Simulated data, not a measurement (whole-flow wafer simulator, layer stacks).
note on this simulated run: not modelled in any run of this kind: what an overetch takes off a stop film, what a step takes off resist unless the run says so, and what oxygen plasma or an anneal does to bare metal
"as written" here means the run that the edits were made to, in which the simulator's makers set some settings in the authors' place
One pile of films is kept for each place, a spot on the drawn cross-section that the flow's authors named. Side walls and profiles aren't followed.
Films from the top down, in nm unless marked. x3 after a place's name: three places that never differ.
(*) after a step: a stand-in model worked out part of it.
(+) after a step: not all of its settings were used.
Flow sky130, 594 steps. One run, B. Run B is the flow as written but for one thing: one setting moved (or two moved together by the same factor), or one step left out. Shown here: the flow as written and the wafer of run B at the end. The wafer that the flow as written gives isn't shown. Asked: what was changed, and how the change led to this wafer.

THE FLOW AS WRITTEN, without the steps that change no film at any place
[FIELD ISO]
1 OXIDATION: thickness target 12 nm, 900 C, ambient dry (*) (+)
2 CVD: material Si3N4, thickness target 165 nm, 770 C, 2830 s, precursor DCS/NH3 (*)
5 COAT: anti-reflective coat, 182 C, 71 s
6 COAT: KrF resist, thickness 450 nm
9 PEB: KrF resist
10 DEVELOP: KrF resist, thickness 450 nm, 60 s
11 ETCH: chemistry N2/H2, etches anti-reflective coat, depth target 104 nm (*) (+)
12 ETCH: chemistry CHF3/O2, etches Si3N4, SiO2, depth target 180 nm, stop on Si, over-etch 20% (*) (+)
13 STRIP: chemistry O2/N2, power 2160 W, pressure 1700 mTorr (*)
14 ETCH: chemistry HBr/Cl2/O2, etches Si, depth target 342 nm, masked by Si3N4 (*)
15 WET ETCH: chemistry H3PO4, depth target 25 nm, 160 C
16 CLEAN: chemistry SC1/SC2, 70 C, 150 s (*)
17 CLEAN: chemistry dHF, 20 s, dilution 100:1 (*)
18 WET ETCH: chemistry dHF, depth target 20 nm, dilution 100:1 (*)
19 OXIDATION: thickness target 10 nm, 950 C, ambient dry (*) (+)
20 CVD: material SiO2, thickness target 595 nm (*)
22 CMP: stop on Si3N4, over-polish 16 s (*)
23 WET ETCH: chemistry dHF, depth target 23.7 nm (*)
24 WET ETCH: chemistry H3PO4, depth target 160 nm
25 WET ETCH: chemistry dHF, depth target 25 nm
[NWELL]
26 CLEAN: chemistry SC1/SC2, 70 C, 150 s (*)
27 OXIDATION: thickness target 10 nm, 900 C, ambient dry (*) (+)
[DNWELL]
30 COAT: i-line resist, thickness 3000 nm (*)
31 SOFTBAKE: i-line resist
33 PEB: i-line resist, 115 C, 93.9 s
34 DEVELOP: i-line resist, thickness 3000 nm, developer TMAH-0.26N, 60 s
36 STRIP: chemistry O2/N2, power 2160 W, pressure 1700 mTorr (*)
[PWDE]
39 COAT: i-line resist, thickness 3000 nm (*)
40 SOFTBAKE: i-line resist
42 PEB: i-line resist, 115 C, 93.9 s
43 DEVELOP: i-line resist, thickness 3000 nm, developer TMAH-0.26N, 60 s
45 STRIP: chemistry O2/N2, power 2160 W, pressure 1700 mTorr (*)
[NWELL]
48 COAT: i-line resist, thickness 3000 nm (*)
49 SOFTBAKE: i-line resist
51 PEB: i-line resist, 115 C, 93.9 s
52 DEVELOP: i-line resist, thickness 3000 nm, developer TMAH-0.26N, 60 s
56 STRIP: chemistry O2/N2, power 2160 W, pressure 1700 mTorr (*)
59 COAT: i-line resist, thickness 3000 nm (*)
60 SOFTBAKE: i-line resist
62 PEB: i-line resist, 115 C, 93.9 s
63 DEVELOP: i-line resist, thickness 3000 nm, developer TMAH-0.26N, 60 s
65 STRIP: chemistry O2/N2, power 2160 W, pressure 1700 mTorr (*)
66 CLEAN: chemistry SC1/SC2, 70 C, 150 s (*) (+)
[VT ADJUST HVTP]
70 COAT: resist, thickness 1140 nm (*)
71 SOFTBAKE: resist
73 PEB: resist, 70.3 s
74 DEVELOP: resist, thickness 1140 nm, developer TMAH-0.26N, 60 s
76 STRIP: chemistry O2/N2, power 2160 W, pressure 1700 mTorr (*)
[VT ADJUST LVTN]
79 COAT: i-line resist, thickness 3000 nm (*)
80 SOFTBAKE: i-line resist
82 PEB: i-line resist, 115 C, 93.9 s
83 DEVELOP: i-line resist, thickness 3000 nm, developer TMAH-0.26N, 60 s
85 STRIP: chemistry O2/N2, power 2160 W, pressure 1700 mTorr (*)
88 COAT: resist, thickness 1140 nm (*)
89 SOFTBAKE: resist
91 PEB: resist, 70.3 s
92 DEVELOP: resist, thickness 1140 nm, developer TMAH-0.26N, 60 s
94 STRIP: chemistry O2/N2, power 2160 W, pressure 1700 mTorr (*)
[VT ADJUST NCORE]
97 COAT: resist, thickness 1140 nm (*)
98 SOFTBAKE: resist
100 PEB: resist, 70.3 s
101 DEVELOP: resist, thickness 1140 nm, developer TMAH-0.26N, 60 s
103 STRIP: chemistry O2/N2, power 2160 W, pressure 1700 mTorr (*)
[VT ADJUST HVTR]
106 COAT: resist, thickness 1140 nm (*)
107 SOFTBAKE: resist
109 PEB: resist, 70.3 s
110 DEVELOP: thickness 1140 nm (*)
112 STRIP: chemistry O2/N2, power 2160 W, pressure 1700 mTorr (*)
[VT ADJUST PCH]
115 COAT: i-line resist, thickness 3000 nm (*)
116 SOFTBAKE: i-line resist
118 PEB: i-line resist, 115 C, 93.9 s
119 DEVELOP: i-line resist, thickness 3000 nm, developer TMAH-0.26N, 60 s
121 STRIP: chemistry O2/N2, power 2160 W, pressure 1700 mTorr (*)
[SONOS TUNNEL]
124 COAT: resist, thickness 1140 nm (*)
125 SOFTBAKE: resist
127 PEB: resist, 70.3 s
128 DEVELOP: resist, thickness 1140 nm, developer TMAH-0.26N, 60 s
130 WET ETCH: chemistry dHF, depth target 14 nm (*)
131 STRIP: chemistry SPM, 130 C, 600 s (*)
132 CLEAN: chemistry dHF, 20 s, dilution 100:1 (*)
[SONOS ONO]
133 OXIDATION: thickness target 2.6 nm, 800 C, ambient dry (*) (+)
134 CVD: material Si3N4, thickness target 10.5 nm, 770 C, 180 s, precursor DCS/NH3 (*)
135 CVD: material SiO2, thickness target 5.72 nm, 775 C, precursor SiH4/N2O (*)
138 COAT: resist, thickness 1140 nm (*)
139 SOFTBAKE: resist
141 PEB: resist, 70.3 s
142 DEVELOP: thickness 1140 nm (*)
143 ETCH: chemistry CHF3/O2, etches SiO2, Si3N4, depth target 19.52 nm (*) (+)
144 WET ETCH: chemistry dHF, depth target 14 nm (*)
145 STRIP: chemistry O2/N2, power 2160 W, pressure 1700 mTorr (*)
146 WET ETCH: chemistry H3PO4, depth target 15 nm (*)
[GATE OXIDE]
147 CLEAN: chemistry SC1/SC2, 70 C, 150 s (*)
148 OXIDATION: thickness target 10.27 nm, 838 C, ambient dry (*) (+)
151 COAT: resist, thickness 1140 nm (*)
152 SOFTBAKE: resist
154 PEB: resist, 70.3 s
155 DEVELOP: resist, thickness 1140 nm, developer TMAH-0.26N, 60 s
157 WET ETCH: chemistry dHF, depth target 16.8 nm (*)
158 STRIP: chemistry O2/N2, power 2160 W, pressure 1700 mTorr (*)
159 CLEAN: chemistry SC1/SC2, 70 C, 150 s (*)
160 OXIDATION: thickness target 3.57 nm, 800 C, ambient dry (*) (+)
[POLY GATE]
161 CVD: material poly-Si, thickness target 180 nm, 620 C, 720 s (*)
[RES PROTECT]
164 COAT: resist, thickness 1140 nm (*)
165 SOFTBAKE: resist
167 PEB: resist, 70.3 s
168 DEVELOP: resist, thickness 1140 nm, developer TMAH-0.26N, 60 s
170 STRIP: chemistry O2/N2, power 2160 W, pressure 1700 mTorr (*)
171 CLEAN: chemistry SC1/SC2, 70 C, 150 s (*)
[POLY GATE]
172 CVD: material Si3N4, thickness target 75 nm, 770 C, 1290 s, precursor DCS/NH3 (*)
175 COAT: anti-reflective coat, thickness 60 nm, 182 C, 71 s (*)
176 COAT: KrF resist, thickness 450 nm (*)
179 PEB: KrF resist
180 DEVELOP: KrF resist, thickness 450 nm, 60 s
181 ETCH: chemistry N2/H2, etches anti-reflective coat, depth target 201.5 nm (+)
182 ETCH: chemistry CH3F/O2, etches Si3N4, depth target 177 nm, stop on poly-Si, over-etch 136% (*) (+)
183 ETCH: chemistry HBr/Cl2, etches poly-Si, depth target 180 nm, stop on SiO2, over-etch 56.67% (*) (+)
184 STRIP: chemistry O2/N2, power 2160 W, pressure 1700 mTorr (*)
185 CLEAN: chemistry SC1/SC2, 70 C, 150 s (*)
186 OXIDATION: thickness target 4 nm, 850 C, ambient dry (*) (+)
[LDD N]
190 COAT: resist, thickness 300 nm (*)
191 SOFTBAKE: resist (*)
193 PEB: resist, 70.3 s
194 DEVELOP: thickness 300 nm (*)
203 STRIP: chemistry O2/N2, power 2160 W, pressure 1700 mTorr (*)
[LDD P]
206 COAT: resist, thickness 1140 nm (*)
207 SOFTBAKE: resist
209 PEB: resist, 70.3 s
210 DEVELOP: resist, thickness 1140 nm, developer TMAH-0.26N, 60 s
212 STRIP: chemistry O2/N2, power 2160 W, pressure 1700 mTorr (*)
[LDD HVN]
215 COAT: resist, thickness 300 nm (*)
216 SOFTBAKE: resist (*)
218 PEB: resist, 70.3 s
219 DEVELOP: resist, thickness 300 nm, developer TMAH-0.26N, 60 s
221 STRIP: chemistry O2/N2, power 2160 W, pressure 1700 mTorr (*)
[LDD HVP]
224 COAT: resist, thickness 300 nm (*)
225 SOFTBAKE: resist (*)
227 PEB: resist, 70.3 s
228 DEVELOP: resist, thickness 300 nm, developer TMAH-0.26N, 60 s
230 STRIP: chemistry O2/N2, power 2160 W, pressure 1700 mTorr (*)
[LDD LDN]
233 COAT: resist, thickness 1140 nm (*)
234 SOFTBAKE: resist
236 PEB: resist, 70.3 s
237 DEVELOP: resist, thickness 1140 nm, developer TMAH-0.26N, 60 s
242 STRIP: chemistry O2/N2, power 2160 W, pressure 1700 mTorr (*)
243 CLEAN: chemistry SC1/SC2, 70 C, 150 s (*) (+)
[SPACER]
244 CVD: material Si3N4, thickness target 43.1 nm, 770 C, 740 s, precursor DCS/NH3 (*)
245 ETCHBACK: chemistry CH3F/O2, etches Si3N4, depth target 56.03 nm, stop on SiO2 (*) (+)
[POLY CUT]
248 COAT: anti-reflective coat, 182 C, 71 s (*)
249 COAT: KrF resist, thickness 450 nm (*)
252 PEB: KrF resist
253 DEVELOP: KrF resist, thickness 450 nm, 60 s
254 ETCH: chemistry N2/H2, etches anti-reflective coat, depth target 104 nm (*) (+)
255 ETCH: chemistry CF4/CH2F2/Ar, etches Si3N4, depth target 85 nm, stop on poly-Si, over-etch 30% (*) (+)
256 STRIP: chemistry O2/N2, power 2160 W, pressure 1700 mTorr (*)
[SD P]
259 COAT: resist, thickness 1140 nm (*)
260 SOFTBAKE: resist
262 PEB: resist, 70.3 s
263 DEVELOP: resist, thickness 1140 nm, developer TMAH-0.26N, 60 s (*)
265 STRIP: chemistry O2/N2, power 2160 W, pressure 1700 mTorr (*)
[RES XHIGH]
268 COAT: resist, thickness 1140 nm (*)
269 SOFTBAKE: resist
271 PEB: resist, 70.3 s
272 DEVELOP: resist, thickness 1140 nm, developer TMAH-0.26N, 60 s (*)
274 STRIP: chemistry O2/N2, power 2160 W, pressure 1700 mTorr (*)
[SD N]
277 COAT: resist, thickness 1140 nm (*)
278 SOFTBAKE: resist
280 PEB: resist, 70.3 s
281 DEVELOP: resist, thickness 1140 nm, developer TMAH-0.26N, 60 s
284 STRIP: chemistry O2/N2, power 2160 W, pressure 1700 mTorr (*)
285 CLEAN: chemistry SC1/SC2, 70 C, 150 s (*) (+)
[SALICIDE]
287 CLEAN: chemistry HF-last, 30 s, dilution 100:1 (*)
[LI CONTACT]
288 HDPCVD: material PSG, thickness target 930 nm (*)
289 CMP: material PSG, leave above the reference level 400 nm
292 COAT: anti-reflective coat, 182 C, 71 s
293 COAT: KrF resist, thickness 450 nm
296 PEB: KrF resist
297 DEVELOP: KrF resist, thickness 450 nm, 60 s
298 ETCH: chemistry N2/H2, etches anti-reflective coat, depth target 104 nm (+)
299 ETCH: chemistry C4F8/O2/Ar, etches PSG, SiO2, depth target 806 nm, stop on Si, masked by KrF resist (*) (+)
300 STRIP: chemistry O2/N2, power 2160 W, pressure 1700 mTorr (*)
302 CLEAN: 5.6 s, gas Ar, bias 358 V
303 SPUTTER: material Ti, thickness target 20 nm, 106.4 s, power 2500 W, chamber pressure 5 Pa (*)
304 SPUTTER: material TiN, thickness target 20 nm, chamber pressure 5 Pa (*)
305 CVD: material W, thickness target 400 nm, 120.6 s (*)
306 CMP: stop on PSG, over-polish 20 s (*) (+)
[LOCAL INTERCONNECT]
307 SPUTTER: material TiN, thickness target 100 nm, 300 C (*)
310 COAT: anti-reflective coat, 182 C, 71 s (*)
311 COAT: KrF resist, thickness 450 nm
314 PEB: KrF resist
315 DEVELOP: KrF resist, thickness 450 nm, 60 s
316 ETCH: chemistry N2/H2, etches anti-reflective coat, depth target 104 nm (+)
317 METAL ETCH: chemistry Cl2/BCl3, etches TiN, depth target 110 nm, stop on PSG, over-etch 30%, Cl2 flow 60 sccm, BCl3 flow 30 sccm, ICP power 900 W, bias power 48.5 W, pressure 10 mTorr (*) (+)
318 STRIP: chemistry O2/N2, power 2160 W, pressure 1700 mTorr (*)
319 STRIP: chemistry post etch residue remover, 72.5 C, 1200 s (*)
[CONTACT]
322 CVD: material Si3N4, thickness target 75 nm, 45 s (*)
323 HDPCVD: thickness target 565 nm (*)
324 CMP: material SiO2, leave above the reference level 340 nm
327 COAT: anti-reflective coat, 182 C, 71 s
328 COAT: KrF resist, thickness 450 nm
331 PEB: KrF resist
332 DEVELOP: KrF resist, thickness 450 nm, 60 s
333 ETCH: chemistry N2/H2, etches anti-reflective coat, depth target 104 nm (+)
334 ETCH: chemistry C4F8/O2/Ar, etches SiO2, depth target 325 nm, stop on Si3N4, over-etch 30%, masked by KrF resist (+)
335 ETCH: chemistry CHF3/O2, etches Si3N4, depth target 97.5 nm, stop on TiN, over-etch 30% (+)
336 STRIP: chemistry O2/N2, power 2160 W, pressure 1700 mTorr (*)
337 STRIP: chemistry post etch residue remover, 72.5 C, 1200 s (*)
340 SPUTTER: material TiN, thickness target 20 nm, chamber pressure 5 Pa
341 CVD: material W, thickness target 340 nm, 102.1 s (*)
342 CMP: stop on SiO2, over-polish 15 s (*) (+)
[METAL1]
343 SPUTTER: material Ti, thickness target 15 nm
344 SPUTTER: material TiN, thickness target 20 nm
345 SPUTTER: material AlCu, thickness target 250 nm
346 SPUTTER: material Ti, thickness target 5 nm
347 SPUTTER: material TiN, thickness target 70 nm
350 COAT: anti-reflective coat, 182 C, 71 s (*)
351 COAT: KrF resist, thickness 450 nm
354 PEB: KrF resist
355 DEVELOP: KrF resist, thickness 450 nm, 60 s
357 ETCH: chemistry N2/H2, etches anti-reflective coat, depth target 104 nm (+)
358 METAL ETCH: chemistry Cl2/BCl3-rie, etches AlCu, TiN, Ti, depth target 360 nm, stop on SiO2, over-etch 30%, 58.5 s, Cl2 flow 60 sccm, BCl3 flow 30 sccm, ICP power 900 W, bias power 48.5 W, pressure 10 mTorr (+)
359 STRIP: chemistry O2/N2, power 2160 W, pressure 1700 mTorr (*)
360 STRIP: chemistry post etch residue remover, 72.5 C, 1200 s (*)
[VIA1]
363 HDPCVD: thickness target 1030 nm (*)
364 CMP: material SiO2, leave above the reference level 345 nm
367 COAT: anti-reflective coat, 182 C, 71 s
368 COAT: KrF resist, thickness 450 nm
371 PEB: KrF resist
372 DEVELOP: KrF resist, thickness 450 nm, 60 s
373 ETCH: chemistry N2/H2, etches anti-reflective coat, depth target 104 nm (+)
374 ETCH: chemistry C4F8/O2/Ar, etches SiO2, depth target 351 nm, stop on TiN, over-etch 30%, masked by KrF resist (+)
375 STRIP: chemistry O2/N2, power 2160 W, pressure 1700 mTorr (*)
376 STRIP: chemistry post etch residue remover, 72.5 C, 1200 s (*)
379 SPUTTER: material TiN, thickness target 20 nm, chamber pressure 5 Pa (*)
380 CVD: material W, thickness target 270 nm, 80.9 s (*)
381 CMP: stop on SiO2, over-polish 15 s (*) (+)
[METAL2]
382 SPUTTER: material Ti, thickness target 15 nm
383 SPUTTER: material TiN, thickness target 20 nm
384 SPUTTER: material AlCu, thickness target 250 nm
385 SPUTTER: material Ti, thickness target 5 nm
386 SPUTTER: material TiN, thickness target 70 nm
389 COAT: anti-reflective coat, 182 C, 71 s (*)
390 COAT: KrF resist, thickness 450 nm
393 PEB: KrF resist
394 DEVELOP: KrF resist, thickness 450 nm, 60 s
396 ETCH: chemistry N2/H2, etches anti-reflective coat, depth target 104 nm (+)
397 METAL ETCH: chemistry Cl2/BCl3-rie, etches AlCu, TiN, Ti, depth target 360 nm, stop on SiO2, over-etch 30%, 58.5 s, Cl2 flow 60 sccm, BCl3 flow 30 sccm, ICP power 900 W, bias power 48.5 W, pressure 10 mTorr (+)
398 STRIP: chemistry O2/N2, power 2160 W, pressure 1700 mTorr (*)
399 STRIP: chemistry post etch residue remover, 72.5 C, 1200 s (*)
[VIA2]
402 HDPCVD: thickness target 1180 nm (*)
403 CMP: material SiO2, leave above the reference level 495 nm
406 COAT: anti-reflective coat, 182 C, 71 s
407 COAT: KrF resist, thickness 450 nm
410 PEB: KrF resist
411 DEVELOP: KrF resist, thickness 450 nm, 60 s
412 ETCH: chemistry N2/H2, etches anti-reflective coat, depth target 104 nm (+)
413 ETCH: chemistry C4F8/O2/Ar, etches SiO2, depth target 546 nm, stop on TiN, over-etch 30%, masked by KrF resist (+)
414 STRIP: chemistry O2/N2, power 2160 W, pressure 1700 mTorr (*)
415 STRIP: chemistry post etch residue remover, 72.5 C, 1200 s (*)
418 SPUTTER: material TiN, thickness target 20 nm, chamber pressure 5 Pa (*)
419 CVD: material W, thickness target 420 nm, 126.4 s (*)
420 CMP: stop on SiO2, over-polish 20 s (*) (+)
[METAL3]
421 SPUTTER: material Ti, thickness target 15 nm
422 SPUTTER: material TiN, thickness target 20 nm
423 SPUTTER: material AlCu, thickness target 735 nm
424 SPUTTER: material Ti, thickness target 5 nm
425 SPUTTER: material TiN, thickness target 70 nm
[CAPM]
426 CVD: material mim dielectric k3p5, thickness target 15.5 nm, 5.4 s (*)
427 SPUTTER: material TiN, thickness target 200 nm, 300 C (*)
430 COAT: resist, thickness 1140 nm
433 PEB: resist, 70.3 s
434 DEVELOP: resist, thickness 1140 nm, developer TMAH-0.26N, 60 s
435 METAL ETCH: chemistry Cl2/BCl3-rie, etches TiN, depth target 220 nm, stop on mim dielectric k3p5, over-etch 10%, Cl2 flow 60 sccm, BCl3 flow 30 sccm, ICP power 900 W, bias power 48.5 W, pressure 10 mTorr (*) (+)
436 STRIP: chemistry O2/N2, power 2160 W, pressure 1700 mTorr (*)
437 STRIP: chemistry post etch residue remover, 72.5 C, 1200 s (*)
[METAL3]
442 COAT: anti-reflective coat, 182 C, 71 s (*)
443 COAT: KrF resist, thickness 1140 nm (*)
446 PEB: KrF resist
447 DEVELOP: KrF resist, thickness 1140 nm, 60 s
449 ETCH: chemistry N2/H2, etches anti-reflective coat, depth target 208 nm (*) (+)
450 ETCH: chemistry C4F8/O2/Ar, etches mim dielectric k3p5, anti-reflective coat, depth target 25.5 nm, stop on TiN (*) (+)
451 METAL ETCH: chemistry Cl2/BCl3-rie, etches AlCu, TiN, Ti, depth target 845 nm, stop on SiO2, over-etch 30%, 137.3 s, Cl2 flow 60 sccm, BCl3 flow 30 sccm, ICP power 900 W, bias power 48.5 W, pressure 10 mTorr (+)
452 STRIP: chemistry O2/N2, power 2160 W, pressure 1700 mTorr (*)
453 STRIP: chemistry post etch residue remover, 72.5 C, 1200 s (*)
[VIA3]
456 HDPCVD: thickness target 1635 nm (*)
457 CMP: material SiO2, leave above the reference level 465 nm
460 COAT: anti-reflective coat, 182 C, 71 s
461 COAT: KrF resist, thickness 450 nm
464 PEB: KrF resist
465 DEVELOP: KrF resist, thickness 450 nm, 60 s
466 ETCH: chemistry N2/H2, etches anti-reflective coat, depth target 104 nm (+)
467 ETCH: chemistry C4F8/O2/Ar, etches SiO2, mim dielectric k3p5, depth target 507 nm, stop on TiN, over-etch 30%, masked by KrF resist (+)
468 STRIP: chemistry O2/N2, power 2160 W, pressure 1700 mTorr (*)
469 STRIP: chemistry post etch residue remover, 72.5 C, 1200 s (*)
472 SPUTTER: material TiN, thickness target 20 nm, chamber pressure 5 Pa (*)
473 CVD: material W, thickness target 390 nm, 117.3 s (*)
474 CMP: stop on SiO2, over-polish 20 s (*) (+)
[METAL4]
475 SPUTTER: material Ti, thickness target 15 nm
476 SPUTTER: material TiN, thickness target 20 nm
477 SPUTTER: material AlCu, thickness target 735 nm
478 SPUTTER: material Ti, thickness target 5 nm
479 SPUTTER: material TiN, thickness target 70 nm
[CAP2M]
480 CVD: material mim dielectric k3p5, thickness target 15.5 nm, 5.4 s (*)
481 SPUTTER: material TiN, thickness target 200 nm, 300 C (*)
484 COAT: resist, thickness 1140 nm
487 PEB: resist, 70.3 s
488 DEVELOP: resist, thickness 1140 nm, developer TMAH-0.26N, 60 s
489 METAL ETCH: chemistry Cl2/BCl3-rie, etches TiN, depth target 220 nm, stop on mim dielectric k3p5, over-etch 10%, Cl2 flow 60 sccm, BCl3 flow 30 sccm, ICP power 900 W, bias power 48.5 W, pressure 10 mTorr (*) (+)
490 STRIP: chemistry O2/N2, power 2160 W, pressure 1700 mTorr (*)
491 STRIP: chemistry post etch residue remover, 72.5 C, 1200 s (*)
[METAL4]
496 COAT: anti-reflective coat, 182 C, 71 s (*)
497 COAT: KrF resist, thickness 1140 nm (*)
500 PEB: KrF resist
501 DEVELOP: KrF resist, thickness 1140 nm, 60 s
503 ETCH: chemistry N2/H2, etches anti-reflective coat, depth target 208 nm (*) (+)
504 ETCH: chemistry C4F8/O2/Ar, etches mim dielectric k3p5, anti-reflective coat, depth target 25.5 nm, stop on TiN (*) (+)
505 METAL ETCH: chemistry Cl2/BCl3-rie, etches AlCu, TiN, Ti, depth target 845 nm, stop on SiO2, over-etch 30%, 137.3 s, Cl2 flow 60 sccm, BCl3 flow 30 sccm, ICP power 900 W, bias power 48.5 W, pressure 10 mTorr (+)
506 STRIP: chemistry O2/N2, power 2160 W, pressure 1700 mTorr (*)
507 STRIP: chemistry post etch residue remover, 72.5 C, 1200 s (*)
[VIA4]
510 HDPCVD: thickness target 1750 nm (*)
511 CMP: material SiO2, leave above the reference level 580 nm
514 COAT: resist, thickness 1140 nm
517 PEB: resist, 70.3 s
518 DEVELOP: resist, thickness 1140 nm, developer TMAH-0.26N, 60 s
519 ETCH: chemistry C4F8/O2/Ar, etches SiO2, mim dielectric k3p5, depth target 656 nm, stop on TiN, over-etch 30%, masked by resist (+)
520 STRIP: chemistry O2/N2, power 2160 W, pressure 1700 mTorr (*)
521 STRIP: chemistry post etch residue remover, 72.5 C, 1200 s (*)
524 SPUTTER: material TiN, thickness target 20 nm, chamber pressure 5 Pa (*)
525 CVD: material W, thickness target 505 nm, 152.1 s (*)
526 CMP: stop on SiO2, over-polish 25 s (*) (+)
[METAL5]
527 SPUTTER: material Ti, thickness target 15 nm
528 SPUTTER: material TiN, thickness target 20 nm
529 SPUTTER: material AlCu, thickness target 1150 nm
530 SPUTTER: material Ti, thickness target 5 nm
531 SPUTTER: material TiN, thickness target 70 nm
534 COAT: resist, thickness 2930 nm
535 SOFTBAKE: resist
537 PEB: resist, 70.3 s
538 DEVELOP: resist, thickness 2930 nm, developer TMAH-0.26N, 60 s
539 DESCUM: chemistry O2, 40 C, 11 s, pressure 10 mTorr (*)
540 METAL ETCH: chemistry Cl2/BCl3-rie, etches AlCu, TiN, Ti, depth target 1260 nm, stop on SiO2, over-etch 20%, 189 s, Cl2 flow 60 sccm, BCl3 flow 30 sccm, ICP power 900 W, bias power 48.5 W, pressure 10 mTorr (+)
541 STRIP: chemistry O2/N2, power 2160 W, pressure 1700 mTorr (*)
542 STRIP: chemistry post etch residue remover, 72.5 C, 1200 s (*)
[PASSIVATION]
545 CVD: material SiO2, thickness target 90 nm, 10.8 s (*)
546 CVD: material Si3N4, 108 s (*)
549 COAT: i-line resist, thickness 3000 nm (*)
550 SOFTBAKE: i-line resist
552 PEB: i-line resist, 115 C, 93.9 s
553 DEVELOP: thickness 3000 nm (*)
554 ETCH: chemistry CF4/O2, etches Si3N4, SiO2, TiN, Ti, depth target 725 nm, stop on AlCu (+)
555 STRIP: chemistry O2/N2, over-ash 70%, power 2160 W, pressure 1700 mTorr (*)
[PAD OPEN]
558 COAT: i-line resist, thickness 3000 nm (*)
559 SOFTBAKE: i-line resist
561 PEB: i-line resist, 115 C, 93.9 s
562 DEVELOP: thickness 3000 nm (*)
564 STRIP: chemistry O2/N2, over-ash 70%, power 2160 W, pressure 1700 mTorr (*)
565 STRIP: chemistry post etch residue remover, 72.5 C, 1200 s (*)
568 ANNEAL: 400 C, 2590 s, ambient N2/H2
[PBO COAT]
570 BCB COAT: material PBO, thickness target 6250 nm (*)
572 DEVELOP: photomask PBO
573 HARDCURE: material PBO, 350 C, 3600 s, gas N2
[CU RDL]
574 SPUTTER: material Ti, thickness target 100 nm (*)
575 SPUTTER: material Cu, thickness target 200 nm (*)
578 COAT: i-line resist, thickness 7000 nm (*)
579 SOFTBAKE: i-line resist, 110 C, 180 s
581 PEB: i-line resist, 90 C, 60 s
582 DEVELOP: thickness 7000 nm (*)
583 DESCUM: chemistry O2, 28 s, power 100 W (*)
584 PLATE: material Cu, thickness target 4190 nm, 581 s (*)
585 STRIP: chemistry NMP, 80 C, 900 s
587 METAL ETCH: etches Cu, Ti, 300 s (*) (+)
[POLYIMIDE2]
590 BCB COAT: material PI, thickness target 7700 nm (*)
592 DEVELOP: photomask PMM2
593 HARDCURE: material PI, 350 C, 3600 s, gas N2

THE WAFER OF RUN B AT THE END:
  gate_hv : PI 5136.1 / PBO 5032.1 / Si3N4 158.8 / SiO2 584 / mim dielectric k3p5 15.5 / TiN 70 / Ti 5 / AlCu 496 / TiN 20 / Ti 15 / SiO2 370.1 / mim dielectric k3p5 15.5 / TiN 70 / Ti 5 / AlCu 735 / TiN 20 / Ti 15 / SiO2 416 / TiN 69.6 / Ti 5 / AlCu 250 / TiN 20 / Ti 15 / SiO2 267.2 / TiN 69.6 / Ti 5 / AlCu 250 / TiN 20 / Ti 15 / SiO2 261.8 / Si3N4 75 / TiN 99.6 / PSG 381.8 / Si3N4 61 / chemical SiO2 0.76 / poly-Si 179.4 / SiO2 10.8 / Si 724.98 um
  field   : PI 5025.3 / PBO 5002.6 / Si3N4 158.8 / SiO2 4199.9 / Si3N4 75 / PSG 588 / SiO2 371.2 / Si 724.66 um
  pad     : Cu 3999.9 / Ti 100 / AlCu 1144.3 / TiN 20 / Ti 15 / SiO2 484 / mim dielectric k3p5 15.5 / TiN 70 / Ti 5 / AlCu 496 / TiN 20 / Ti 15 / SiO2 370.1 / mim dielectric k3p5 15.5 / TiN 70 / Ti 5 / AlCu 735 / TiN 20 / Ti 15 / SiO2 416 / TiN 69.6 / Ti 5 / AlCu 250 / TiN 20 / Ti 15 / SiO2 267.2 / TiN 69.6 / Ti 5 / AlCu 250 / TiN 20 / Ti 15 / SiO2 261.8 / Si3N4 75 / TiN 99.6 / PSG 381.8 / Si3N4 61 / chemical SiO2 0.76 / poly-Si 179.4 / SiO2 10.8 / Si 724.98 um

The cause: step 477, SPUTTER: thickness target 496 nm was run, where the flow has thickness target 735 nm.
It can be read off the wafer: gate_hv has AlCu 496, and step 477 as written asks for 735 nm.

How the change led to this, step by step:
  477 SPUTTER: material AlCu, thickness target 735 nm
      field, active, n_well and 189 more: AlCu +496 (new film) (as written it would be: AlCu +735 (new film))
  505 METAL ETCH: chemistry Cl2/BCl3-rie, etches AlCu, TiN, Ti, depth target 845 nm, stop on SiO2, over-etch 30%, 137.3 s, Cl2 flow 60 sccm, BCl3 flow 30 sccm, ICP power 900 W, bias power 48.5 W, pressure 10 mTorr (+)
      field, gate, spacer and 68 more: TiN -70 (all of it), Ti -5 (all of it), AlCu -496 (all of it), TiN -20 (all of it), Ti -15 (all of it), SiO2 -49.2 (as written it would be: TiN -70 (all of it), Ti -5 (all of it), AlCu -735 (all of it), TiN -20 (all of it), Ti -15 (all of it), SiO2 -25.4)
      active, vpp_iso1, m1_ln and 13 more: TiN -70 (all of it), Ti -5 (all of it), AlCu -496 (all of it), TiN -20 (all of it), Ti -15 (all of it), SiO2 -49.2 (as written it would be: TiN -70 (all of it), Ti -5 (all of it), AlCu -735 (all of it), TiN -20 (all of it), Ti -15 (all of it), SiO2 -25.3)
      (and at 1 more place)
  511 CMP: material SiO2, leave above the reference level 580 nm
      field, active, gate and 76 more: SiO2 -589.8 (as written it would be: SiO2 -374.7)
      iso_guard__w1, mim_edge_gap, vpp_l1ln, vpp_m3ln, rpm_encl, via2_enc, rpm_encl_psd, iso_guard_nsd_tip: SiO2 -589.8 (as written it would be: SiO2 -374.6)
      (and at 1 more place)
